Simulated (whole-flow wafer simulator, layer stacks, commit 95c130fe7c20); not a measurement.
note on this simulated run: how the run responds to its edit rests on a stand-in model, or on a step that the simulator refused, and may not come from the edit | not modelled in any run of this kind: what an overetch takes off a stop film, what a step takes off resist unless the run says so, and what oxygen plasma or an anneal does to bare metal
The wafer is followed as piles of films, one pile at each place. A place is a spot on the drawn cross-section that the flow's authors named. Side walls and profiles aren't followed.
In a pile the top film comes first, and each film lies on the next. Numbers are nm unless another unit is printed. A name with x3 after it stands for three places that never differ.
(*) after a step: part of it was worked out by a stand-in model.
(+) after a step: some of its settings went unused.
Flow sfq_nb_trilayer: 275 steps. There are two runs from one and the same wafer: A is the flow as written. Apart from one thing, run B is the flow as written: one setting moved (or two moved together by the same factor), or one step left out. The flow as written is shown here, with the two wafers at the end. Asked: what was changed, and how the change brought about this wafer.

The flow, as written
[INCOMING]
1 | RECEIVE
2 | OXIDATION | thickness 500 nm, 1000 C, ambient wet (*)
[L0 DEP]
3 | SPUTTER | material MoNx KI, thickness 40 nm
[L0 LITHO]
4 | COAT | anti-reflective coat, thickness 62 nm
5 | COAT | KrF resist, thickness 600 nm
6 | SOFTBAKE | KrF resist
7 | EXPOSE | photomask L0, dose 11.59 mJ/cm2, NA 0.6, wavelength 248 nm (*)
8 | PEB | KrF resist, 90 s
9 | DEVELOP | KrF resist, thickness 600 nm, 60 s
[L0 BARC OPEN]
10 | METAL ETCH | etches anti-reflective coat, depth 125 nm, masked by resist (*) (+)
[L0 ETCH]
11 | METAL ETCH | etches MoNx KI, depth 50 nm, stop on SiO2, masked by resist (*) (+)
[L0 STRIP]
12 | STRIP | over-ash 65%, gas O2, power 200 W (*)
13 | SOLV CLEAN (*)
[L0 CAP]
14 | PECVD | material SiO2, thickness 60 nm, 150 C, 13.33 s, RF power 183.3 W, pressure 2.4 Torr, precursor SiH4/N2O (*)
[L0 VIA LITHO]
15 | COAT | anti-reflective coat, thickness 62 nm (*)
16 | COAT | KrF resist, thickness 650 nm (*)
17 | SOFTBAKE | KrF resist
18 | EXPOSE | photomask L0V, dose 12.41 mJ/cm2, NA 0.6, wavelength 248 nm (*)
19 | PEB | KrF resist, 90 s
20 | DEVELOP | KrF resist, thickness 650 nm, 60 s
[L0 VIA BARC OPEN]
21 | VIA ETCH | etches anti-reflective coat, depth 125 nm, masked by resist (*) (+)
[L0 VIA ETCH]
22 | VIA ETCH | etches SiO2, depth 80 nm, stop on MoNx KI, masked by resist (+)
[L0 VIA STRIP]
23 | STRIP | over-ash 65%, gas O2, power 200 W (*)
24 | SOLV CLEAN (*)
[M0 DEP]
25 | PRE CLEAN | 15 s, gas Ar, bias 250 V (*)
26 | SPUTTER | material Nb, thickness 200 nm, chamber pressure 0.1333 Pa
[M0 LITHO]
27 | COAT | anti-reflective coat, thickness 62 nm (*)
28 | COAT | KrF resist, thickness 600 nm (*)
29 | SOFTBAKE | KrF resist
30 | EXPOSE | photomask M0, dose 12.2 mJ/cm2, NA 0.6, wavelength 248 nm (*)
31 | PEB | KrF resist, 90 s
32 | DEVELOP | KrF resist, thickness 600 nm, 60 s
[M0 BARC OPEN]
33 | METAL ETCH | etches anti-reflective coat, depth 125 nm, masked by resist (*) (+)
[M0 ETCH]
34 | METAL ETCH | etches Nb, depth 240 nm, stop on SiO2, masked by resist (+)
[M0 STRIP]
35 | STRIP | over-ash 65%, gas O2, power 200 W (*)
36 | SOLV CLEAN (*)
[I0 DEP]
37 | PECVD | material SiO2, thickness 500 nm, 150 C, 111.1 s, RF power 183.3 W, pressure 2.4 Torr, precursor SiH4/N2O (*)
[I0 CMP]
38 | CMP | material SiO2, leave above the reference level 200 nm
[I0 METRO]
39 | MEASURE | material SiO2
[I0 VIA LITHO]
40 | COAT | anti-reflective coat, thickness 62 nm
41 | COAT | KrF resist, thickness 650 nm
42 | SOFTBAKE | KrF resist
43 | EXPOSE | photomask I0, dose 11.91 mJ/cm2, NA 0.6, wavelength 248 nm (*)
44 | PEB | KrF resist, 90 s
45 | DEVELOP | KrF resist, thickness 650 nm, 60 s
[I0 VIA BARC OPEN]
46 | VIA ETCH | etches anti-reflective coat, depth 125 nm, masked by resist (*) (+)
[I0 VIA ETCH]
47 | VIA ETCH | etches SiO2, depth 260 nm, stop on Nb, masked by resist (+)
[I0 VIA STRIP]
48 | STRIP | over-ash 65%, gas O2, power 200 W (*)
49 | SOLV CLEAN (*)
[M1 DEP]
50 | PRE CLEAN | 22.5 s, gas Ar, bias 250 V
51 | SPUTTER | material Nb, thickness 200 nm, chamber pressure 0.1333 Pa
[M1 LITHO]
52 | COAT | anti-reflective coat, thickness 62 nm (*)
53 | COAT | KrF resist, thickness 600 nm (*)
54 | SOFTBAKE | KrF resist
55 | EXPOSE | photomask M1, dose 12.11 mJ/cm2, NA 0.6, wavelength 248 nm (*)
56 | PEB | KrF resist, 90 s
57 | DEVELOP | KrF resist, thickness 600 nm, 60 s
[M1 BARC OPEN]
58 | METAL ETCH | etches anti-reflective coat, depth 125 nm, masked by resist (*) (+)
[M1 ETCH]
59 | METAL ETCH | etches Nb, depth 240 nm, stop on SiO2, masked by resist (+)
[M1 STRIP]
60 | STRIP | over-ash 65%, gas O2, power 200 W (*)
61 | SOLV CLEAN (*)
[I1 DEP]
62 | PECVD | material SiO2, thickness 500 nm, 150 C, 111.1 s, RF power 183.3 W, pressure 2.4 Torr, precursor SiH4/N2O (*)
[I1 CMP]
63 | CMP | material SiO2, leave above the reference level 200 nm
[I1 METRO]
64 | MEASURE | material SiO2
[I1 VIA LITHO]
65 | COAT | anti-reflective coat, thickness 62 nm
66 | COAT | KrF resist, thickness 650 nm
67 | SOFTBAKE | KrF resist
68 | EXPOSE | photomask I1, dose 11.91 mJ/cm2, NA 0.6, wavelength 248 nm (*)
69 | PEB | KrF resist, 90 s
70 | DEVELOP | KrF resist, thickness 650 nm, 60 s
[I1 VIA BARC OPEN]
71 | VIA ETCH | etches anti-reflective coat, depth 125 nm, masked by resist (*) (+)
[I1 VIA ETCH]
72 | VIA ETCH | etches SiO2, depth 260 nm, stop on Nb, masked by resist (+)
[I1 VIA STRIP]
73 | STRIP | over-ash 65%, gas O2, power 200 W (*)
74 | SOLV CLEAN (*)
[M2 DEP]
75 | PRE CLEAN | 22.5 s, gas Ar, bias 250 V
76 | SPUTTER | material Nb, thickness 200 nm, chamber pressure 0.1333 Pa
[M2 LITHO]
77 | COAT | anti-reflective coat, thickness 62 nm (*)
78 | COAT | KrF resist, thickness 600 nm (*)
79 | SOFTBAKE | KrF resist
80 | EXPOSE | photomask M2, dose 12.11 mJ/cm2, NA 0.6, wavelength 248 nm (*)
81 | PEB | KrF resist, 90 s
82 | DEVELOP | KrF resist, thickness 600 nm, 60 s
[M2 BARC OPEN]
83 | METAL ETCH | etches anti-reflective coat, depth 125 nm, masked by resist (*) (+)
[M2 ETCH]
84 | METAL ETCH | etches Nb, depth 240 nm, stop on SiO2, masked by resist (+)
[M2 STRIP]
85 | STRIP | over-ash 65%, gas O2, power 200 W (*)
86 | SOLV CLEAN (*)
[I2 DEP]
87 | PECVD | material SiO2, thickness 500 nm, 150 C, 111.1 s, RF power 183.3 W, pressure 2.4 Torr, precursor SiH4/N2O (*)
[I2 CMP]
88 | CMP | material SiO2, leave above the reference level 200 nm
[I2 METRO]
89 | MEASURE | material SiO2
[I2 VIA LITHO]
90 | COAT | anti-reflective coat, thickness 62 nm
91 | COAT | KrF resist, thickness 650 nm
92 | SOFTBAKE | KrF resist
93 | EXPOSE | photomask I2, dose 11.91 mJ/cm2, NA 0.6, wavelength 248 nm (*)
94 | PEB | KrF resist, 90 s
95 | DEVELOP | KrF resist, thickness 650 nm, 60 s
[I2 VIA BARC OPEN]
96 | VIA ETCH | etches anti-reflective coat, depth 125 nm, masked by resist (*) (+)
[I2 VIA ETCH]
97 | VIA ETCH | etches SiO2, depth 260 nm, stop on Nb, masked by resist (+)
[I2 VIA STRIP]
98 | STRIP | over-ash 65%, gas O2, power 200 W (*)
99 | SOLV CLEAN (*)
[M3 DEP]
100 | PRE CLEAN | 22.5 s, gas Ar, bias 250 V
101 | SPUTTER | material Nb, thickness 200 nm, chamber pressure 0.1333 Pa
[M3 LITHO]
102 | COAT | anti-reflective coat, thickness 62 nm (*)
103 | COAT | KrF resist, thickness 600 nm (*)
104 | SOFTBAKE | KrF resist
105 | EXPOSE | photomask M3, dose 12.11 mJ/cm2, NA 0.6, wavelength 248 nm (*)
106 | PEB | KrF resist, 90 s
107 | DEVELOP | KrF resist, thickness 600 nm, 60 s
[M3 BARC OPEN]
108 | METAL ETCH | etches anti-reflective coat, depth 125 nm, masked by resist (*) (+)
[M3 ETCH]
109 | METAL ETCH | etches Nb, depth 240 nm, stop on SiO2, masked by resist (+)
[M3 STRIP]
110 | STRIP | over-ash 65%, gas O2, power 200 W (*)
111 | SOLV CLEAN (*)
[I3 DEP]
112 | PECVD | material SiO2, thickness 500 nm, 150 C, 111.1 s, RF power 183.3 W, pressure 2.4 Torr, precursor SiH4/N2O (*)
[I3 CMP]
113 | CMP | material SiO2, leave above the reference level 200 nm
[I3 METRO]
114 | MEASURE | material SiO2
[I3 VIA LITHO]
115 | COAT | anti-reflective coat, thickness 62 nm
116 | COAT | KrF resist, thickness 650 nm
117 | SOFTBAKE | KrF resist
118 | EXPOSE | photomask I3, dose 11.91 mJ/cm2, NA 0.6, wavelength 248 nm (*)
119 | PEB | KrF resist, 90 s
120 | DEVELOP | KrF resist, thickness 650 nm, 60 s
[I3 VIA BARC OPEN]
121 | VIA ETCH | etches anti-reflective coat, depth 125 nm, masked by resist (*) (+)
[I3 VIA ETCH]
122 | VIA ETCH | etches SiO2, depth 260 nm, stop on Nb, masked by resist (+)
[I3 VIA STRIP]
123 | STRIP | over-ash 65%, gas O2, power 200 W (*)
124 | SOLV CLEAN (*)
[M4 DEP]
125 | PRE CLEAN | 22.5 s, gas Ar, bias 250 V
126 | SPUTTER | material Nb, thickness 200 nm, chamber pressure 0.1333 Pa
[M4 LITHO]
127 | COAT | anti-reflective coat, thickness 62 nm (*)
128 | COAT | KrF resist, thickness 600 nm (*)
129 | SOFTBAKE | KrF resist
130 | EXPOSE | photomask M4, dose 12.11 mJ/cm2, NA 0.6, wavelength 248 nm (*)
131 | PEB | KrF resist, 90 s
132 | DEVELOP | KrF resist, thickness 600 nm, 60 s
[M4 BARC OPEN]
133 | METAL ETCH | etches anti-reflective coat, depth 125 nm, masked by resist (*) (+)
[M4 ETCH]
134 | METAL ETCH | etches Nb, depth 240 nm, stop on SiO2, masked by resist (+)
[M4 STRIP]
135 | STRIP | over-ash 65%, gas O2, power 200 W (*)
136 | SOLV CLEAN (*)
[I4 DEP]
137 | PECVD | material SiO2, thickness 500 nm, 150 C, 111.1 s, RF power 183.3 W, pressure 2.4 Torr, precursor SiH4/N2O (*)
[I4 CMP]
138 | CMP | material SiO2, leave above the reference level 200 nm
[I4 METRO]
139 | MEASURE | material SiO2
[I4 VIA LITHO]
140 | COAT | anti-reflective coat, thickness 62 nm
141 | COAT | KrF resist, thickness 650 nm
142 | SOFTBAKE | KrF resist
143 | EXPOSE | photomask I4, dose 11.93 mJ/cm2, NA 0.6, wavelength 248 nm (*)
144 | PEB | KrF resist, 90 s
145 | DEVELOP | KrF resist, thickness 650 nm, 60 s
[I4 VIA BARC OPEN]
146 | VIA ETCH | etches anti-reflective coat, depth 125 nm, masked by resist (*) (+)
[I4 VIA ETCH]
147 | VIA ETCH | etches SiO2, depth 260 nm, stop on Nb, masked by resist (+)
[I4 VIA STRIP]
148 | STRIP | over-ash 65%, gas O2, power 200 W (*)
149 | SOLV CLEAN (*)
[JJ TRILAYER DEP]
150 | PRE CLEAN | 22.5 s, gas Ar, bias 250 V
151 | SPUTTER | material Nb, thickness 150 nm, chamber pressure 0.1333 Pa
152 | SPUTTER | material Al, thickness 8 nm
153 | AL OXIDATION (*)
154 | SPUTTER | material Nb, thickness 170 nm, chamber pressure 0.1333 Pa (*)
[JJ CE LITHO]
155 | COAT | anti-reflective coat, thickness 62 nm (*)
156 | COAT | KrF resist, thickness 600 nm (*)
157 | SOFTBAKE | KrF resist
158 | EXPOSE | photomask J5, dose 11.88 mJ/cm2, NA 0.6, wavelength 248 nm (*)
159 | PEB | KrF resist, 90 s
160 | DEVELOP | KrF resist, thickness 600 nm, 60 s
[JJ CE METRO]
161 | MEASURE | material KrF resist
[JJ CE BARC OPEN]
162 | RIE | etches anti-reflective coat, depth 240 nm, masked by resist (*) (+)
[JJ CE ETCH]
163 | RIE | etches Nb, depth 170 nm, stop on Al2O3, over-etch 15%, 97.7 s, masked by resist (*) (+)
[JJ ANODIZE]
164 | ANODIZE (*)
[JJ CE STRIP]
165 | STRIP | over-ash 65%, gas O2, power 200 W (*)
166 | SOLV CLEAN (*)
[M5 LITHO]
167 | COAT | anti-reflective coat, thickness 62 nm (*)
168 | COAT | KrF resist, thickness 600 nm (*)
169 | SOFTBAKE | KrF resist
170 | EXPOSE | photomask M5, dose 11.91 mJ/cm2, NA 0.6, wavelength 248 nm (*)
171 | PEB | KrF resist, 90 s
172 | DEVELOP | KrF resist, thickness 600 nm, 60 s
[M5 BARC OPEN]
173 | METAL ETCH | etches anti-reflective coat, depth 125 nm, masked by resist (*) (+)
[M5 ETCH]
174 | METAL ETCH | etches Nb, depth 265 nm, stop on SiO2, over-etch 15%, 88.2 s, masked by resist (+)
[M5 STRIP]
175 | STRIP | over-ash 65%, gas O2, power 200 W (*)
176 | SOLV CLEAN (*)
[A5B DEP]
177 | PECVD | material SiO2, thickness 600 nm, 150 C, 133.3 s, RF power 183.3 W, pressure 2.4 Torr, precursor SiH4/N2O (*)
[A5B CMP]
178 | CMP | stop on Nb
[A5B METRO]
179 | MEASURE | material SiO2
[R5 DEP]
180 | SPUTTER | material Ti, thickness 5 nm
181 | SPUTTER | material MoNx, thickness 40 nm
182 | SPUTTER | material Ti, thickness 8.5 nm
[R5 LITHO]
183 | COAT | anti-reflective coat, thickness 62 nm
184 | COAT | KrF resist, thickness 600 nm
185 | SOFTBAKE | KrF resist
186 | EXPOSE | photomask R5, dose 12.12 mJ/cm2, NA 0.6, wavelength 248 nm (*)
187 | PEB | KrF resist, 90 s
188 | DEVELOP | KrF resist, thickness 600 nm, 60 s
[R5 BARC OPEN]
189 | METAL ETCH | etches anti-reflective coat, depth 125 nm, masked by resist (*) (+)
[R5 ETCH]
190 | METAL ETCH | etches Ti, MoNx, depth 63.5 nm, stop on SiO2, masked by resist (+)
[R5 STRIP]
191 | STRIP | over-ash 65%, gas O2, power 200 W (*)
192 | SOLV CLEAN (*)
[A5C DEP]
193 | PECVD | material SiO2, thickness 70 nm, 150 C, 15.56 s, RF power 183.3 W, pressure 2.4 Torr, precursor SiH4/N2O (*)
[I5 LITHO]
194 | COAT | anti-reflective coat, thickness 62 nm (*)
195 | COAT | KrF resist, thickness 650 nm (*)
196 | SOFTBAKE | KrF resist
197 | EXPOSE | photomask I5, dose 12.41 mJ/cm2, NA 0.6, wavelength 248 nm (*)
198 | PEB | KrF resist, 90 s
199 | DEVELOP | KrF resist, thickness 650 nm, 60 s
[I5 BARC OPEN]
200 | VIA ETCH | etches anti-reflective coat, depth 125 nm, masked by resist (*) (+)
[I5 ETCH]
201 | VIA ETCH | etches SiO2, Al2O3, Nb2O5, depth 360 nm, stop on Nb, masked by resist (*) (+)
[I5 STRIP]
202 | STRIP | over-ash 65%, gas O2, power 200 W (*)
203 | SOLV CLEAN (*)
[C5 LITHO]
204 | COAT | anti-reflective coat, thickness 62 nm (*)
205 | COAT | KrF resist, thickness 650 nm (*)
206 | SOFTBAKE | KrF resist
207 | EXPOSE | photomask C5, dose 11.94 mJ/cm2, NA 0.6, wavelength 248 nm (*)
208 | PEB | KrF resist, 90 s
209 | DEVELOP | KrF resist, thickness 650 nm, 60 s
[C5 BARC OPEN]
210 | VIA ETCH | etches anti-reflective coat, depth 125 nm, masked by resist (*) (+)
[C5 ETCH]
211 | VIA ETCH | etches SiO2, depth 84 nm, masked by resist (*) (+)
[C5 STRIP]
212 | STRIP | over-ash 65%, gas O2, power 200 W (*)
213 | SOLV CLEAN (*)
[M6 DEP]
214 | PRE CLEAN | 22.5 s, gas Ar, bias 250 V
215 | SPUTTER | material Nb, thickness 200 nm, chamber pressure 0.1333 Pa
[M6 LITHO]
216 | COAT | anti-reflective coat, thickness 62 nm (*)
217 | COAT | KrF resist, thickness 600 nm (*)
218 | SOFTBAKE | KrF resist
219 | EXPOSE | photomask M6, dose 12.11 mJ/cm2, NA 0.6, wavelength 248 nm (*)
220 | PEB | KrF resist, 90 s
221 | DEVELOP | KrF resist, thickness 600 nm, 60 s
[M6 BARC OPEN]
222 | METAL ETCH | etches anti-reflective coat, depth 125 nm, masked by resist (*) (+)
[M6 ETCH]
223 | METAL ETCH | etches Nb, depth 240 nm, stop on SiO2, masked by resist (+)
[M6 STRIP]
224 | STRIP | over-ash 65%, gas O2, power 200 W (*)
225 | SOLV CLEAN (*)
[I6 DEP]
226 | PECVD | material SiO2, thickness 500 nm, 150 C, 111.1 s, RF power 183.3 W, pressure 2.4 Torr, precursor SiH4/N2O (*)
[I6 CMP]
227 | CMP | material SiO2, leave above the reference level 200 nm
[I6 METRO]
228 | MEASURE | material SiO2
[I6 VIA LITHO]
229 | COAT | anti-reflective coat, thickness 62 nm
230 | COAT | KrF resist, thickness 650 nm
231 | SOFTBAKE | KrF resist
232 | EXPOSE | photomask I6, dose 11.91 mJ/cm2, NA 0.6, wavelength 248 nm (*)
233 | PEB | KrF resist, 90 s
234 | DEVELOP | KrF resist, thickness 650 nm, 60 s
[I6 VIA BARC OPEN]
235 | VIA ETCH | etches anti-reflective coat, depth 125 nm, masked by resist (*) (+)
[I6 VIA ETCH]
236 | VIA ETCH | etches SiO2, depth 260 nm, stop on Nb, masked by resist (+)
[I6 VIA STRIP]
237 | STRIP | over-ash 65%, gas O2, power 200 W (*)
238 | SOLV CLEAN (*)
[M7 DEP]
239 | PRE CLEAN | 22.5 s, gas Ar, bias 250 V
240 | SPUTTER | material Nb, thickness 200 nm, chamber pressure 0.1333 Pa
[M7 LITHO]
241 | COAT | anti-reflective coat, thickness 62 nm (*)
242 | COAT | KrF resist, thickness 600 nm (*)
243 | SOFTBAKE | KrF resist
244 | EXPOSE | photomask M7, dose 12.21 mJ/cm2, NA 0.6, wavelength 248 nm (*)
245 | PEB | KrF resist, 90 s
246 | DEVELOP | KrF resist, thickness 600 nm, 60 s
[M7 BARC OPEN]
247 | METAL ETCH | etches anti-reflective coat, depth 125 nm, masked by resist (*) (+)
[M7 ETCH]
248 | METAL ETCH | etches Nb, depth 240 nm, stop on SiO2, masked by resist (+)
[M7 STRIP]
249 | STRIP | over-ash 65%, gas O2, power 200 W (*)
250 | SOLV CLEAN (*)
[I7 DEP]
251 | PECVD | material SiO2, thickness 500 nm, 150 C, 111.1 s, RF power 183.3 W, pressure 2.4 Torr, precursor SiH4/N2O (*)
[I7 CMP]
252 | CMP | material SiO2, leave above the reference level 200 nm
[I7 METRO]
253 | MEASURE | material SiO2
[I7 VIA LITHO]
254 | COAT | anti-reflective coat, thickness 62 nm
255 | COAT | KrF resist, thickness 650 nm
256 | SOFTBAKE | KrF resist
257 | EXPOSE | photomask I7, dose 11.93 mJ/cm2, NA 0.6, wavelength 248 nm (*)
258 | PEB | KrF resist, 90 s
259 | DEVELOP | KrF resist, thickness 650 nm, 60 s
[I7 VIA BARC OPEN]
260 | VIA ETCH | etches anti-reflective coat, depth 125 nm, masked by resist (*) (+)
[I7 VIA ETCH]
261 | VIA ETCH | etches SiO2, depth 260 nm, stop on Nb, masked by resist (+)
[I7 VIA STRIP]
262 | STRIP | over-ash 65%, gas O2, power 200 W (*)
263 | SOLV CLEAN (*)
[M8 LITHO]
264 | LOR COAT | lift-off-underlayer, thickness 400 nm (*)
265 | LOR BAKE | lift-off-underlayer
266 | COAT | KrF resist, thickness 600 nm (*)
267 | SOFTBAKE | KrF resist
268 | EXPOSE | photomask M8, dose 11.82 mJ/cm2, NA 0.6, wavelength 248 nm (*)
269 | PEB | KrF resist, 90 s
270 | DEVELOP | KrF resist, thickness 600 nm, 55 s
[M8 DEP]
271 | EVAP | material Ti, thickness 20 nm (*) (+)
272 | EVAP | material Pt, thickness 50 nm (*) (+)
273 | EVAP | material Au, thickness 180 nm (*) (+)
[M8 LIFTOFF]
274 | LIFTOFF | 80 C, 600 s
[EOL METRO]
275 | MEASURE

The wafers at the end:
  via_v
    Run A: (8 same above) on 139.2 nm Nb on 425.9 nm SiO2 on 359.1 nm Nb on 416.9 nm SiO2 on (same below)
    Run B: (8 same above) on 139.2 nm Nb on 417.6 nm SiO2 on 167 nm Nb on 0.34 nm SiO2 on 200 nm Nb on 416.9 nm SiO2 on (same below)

The reason: step 122, VIA ETCH: depth 192 nm was run, though the flow has depth 260 nm.

Step by step, how the change led to this:
  122 | VIA ETCH | etches SiO2, depth 260 nm, stop on Nb, masked by resist (+)
      via_v: A -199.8 SiO2 (all of it) | B -192 SiO2
      field_l, v_sur, via_wl and 102 more: A -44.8 KrF resist | B -33.1 KrF resist
  123 | STRIP | over-ash 65%, gas O2, power 200 W (*)
      field_l, v_sur, via_wl and 102 more: A -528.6 KrF resist (all of it), -62 anti-reflective coat (all of it) | B -540.3 KrF resist (all of it), -62 anti-reflective coat (all of it)
  125 | PRE CLEAN | 22.5 s, gas Ar, bias 250 V
      via_v: A -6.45 Nb | B -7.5 SiO2
  126 | SPUTTER | material Nb, thickness 200 nm, chamber pressure 0.1333 Pa
      via_v: A +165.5 Nb | B +167 Nb (new film)
  127 | COAT | anti-reflective coat, thickness 62 nm (*)
      via_v: A +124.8 anti-reflective coat (new film) | B +116.5 anti-reflective coat (new film)
      wire: A +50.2 anti-reflective coat (new film) | B +48.4 anti-reflective coat (new film)
  135 | STRIP | over-ash 65%, gas O2, power 200 W (*)
      via_v: A -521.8 KrF resist (all of it), -124.8 anti-reflective coat (all of it) | B -521.2 KrF resist (all of it), -116.5 anti-reflective coat (all of it)
      wire: A -374.5 KrF resist (all of it), -50.2 anti-reflective coat (all of it) | B -375.7 KrF resist (all of it), -48.4 anti-reflective coat (all of it)
  137 | PECVD | material SiO2, thickness 500 nm, 150 C, 111.1 s, RF power 183.3 W, pressure 2.4 Torr, precursor SiH4/N2O (*)
      via_v: A +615 SiO2 (new film) | B +582.2 SiO2 (new film)
  138 | CMP | material SiO2, leave above the reference level 200 nm
      via_v: A -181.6 SiO2 | B -157.1 SiO2
If metal films that touch count as one body, via_v has 7 bodies (between them, from the top down: SiO2 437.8; SiO2 209 / Al2O3 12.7 / Nb2O5 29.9; SiO2 417.6; SiO2 0.34; SiO2 416.9; SiO2 192.5); the flow as written gives 6 bodies (between them, from the top down: SiO2 437.8; SiO2 209 / Al2O3 12.7 / Nb2O5 29.9; SiO2 425.9; SiO2 416.9; SiO2 192.5).
